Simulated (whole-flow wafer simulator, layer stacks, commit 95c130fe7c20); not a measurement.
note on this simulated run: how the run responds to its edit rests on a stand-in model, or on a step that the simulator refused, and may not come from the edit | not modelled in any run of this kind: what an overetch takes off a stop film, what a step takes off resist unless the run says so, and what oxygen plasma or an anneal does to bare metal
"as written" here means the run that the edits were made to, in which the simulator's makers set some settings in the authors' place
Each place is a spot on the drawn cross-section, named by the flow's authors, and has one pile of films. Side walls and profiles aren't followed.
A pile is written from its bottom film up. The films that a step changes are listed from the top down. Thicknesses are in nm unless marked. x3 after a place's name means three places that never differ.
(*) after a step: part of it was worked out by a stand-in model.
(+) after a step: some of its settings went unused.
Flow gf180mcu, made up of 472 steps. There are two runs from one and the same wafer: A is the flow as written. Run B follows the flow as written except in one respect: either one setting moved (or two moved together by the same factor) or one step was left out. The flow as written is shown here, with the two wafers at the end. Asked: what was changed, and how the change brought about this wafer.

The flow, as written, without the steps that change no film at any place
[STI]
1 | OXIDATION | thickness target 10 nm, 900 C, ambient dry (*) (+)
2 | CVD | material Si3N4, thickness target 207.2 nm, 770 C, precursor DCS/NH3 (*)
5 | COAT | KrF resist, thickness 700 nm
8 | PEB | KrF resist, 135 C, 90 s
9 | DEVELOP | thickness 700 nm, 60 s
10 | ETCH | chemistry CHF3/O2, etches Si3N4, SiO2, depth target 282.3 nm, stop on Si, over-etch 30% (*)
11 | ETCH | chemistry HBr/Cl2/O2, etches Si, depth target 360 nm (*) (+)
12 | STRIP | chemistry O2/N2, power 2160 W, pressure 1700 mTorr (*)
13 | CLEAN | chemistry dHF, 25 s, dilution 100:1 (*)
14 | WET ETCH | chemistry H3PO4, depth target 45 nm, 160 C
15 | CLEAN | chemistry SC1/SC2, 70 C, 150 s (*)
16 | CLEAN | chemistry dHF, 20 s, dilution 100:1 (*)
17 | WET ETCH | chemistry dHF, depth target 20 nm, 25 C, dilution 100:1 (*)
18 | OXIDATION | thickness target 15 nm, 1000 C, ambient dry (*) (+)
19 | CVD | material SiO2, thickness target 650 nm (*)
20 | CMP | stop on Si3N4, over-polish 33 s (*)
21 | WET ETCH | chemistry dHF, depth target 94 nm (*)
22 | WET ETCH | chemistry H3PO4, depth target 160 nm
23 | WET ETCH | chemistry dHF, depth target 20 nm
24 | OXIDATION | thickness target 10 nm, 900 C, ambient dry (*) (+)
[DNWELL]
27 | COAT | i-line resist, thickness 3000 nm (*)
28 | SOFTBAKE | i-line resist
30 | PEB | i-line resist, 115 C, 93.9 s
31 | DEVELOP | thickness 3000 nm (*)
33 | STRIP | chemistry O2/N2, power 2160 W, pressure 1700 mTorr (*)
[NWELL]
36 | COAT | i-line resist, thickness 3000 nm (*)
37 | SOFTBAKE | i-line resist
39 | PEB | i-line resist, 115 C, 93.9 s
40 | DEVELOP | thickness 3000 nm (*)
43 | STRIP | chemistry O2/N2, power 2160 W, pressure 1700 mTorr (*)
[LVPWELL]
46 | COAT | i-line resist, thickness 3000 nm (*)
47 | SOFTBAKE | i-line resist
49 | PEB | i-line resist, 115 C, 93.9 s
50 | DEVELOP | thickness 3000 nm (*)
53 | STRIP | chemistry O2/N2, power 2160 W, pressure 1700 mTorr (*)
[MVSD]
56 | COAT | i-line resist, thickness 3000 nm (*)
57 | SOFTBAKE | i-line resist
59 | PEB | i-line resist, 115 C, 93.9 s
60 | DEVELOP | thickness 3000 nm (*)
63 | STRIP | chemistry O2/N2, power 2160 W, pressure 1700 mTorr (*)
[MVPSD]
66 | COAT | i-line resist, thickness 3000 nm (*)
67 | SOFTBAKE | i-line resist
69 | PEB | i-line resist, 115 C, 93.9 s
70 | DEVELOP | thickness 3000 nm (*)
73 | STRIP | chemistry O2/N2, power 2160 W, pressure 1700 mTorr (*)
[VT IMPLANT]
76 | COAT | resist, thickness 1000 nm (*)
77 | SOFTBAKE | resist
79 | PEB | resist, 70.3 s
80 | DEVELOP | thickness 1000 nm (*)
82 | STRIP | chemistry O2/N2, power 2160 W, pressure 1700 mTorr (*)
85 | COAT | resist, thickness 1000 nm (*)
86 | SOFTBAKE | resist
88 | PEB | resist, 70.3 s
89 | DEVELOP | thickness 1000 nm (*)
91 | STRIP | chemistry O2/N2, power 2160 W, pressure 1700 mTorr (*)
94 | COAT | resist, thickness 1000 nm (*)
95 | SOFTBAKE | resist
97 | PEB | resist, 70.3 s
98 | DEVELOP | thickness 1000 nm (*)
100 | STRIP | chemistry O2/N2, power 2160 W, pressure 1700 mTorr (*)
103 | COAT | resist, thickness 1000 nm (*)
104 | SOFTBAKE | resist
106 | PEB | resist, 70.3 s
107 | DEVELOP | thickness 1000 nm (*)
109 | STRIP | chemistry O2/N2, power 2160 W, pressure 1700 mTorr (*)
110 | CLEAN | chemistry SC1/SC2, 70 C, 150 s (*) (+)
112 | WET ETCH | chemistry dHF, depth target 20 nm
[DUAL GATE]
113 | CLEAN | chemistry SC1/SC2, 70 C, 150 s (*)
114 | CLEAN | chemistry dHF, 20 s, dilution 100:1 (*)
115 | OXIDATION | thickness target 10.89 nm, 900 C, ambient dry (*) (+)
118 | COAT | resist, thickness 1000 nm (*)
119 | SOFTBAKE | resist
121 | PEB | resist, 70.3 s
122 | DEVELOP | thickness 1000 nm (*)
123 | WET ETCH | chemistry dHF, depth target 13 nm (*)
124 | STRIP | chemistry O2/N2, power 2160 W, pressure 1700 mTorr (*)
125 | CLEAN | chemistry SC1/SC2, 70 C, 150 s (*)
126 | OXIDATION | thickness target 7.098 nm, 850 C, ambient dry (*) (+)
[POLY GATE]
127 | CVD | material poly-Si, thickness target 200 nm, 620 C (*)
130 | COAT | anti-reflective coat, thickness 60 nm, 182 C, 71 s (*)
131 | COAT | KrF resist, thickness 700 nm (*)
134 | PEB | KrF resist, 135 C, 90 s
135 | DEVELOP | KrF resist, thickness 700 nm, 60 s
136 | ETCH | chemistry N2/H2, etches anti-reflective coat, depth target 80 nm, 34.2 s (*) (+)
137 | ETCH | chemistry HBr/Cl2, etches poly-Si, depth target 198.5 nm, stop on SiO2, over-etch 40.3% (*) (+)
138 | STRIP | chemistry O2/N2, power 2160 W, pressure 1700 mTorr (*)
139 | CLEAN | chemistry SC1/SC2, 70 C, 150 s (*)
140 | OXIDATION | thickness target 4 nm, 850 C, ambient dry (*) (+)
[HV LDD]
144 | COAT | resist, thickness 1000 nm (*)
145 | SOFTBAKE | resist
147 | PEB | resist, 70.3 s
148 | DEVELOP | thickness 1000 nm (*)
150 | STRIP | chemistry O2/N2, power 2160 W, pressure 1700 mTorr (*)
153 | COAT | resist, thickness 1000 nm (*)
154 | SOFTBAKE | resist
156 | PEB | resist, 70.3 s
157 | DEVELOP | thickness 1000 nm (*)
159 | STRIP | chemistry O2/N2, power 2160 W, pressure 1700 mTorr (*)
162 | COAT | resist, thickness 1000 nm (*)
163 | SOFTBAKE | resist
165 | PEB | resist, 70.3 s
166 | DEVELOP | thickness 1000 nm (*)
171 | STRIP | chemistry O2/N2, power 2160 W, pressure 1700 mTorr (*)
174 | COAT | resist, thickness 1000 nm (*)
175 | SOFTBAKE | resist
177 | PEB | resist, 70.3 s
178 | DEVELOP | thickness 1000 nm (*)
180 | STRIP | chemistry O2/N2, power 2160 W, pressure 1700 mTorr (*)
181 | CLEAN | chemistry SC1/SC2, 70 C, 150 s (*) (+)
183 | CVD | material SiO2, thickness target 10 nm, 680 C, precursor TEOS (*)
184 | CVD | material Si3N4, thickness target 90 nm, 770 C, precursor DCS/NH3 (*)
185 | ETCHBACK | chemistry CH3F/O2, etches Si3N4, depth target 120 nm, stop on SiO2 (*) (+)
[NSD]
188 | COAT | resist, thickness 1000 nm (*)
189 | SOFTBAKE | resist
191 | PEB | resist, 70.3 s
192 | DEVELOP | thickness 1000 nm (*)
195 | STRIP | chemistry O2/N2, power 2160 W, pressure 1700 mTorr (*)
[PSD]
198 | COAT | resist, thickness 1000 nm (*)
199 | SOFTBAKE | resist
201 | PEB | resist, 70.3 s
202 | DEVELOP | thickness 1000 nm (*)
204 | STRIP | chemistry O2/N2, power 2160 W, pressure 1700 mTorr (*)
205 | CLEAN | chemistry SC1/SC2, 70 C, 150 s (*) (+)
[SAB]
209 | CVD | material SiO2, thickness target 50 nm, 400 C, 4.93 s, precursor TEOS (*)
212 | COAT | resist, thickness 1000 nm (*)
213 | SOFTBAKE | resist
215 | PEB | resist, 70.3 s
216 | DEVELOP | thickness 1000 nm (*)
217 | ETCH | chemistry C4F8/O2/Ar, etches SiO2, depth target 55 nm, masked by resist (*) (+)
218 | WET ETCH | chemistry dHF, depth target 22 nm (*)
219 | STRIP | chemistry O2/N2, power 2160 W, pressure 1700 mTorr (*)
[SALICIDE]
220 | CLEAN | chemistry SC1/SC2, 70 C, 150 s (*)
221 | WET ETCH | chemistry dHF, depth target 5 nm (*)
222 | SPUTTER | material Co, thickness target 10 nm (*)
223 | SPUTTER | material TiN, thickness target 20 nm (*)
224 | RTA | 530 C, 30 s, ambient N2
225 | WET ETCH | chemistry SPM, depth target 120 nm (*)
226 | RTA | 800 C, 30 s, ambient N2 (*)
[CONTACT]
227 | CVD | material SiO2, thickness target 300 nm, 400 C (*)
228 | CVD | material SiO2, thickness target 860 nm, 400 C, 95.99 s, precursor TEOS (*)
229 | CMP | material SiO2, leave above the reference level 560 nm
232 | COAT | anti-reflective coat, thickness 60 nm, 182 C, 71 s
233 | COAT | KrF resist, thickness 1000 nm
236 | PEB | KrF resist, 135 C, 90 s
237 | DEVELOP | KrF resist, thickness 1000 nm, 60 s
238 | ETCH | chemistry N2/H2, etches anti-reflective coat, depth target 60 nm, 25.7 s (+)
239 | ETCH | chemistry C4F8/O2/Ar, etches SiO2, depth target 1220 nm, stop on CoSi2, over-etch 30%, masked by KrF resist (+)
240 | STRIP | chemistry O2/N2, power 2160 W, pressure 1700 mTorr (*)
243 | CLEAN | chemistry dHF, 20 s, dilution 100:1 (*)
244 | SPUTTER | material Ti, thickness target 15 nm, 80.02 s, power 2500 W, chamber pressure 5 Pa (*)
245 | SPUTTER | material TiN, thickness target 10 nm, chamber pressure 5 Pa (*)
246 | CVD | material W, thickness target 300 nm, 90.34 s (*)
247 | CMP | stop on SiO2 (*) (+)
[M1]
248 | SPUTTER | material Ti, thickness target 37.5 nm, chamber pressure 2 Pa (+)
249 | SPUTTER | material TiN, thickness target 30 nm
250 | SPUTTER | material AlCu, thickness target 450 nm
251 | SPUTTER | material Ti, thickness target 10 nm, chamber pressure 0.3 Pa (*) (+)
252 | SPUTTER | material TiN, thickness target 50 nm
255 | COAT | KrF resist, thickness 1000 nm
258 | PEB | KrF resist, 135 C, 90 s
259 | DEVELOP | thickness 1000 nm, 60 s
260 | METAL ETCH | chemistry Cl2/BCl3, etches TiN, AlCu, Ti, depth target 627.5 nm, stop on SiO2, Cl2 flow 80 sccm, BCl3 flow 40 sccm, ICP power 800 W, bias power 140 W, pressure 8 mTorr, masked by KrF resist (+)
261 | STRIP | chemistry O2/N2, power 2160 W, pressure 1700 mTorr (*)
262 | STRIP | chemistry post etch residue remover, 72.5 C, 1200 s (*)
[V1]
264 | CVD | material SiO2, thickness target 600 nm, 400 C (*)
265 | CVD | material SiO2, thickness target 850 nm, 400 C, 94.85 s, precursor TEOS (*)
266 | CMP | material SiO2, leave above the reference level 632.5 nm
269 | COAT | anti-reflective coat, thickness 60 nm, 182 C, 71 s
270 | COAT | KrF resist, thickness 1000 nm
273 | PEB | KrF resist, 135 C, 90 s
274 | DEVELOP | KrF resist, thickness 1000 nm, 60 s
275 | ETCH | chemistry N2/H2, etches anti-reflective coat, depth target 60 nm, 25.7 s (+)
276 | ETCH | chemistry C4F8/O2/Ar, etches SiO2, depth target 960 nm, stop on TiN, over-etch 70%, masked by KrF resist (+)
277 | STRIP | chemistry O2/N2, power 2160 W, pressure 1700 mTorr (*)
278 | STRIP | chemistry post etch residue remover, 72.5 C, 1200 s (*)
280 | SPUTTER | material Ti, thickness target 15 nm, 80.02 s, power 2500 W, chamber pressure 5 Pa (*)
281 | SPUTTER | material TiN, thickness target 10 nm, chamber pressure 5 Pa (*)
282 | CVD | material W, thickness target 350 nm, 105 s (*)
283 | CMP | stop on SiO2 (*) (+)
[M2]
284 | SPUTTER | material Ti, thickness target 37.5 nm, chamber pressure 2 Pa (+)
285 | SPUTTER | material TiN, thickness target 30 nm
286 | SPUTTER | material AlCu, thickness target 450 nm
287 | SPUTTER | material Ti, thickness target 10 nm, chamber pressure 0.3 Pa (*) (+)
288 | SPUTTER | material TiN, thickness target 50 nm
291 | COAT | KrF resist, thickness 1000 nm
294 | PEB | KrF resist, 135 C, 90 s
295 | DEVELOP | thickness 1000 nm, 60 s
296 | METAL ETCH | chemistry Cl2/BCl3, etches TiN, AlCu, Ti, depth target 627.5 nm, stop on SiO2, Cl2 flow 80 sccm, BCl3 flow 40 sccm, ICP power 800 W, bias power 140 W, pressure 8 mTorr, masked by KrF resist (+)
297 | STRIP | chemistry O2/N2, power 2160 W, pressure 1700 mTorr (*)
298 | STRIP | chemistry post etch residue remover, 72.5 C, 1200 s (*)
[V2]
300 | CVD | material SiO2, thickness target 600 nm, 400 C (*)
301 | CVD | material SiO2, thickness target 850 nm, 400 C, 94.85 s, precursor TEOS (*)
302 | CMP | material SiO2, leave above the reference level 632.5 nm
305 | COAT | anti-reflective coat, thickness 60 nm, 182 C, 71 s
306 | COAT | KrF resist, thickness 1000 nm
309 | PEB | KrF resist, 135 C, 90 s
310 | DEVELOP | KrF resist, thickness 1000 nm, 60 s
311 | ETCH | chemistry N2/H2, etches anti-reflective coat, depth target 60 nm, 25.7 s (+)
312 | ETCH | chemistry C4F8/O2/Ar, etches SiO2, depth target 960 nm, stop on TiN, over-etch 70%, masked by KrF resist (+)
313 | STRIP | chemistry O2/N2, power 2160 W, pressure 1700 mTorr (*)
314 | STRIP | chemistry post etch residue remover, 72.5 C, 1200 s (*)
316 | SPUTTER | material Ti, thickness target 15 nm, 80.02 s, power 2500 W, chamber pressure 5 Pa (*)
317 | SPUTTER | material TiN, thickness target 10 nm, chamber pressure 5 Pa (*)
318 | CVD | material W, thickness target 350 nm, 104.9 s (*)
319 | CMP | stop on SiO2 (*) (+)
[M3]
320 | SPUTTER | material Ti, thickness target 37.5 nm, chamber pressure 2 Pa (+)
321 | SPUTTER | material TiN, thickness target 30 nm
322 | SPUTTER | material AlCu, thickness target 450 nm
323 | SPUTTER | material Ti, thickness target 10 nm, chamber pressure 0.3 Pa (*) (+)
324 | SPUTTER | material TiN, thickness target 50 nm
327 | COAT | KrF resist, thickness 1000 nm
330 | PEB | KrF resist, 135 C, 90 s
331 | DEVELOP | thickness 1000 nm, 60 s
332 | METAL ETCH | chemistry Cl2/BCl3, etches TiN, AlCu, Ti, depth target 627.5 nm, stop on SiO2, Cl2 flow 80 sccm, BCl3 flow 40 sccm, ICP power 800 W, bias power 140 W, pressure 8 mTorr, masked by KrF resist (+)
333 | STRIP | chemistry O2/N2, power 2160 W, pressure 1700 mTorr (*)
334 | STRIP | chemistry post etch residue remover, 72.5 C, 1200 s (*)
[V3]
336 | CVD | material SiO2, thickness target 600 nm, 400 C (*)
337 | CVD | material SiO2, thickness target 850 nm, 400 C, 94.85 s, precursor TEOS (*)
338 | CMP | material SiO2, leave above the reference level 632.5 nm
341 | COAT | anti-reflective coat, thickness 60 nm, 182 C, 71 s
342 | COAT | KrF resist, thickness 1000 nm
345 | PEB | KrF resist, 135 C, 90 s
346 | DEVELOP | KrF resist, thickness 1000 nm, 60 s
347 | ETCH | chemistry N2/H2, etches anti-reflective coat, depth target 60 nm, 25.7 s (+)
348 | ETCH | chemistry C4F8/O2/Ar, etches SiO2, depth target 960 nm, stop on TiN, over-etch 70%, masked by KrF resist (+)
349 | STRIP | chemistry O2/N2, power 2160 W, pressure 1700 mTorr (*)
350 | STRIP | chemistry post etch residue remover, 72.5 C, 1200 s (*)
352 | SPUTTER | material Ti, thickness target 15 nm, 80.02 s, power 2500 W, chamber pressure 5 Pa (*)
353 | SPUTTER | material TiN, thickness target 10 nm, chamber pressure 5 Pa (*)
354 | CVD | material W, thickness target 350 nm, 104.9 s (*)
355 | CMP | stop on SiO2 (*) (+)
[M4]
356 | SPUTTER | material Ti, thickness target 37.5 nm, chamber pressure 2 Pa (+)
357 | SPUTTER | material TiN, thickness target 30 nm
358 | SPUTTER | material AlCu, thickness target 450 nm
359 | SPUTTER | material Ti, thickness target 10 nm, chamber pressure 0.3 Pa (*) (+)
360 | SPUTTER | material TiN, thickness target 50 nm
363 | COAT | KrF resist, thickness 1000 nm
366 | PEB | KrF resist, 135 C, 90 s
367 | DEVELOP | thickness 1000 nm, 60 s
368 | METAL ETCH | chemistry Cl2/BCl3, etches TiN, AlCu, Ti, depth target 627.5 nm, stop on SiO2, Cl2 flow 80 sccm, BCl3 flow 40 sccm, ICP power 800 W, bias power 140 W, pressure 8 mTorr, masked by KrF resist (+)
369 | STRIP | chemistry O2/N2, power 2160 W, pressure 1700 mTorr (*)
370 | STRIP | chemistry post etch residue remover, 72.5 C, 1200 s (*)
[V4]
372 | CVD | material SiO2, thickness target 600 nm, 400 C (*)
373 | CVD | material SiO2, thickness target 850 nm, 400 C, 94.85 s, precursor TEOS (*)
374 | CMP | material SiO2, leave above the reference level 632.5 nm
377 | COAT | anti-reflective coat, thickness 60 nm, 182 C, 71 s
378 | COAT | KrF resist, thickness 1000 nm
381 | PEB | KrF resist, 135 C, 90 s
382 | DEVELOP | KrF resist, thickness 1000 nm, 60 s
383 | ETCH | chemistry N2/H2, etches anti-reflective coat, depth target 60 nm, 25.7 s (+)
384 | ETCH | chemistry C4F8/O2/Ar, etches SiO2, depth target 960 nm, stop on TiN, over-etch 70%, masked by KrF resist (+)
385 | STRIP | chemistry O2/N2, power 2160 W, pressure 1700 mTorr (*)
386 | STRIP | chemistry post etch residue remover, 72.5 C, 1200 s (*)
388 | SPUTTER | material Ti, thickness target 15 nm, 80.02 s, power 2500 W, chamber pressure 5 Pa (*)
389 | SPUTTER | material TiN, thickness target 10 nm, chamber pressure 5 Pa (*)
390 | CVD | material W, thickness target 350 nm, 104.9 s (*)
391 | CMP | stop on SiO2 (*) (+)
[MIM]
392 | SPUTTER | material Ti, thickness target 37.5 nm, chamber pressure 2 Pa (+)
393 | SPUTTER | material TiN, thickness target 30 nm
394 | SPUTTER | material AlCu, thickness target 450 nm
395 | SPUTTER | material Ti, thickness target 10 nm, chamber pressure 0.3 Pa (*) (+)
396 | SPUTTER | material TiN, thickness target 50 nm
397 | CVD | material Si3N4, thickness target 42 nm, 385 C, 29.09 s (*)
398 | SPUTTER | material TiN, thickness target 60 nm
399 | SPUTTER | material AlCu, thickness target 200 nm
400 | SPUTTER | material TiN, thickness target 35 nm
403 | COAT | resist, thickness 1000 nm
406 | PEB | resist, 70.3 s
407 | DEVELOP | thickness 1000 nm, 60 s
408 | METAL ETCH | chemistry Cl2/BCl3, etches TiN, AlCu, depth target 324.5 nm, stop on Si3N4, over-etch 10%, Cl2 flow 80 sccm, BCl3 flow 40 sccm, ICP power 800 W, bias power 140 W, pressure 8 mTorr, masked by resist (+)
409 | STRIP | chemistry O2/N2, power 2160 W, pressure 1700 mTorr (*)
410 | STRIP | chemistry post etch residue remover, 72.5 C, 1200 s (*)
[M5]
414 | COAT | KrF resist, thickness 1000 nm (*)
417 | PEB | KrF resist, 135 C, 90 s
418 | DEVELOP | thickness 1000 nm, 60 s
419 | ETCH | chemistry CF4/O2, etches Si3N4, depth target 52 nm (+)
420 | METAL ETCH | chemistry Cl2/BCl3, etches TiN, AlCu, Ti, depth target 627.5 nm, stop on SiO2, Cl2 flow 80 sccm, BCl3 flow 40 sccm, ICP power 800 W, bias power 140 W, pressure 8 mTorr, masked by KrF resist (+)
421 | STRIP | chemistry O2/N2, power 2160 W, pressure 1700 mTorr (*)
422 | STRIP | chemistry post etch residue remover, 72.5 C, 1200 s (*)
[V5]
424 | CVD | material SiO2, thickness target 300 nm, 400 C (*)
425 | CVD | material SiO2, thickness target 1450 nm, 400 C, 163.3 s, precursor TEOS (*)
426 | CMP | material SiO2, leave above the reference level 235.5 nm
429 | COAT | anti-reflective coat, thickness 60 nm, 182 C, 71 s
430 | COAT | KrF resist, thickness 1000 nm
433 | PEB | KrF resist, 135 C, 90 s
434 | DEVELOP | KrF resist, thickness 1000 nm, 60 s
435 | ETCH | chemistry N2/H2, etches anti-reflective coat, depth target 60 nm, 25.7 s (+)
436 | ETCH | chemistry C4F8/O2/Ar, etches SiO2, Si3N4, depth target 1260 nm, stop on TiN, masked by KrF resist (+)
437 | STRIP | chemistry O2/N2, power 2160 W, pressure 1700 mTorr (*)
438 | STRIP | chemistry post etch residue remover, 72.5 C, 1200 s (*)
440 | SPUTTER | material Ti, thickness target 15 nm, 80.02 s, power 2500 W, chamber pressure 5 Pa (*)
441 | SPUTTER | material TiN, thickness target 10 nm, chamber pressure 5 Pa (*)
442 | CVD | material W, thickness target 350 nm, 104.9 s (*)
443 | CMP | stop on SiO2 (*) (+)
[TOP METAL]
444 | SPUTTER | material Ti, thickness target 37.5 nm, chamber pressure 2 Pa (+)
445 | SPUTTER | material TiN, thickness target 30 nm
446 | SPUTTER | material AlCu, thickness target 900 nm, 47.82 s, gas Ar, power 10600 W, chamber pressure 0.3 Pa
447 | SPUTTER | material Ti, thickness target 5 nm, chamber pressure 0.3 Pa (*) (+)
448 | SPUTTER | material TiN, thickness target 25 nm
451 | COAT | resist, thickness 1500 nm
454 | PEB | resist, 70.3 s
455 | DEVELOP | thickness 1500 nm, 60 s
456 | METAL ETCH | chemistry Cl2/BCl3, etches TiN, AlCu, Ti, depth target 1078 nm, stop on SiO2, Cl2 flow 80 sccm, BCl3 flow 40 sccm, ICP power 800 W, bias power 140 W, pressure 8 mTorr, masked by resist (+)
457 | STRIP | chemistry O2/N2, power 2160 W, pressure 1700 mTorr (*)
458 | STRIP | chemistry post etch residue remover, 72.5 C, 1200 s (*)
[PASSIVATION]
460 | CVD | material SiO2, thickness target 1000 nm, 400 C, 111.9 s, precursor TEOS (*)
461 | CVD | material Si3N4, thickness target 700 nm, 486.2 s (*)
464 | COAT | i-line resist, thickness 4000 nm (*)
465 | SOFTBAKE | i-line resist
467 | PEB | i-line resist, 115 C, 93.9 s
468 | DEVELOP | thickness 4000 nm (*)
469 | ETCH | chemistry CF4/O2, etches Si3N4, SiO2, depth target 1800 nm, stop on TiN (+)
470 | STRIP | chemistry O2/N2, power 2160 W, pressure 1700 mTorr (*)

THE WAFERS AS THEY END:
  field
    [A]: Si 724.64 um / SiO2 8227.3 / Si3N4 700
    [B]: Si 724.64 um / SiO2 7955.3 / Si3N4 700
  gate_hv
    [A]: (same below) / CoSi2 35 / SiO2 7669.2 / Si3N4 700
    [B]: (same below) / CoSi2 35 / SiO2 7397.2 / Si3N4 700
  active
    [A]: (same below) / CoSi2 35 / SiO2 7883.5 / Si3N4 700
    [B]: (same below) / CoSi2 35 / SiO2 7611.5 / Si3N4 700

Cause: step 266, CMP: leave above the reference level 360.5 nm was run, though the flow has leave above the reference level 632.5 nm.

Step by step, how the change led to this:
  266 | CMP | material SiO2, leave above the reference level 632.5 nm
      field, field__w1, field__w2 and 99 more: A SiO2 loses 300 | B SiO2 loses 572
      field__w8, contact, m1 and 6 more: A SiO2 loses 877.1 | B SiO2 loses 1149.1
  276 | ETCH | chemistry C4F8/O2/Ar, etches SiO2, depth target 960 nm, stop on TiN, over-etch 70%, masked by KrF resist (+)
      field, field__w1, field__w2 and 107 more: A KrF resist loses 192 | B KrF resist loses 102.2
      contact: A SiO2 loses 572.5 (all of it) | B SiO2 loses 300.5 (all of it)
  277 | STRIP | chemistry O2/N2, power 2160 W, pressure 1700 mTorr (*)
      field, field__w1, field__w2 and 107 more: A KrF resist loses 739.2 (all of it), anti-reflective coat loses 60 (all of it) | B KrF resist loses 829 (all of it), anti-reflective coat loses 60 (all of it)
  280 | SPUTTER | material Ti, thickness target 15 nm, 80.02 s, power 2500 W, chamber pressure 5 Pa (*)
      contact: A Ti gains 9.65 (new film) | B Ti gains 11.4 (new film)
  281 | SPUTTER | material TiN, thickness target 10 nm, chamber pressure 5 Pa (*)
      contact: A TiN gains 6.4 (new film) | B TiN gains 7.58 (new film)
  282 | CVD | material W, thickness target 350 nm, 105 s (*)
      contact: A W gains 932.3 (new film) | B W gains 657.3 (new film)
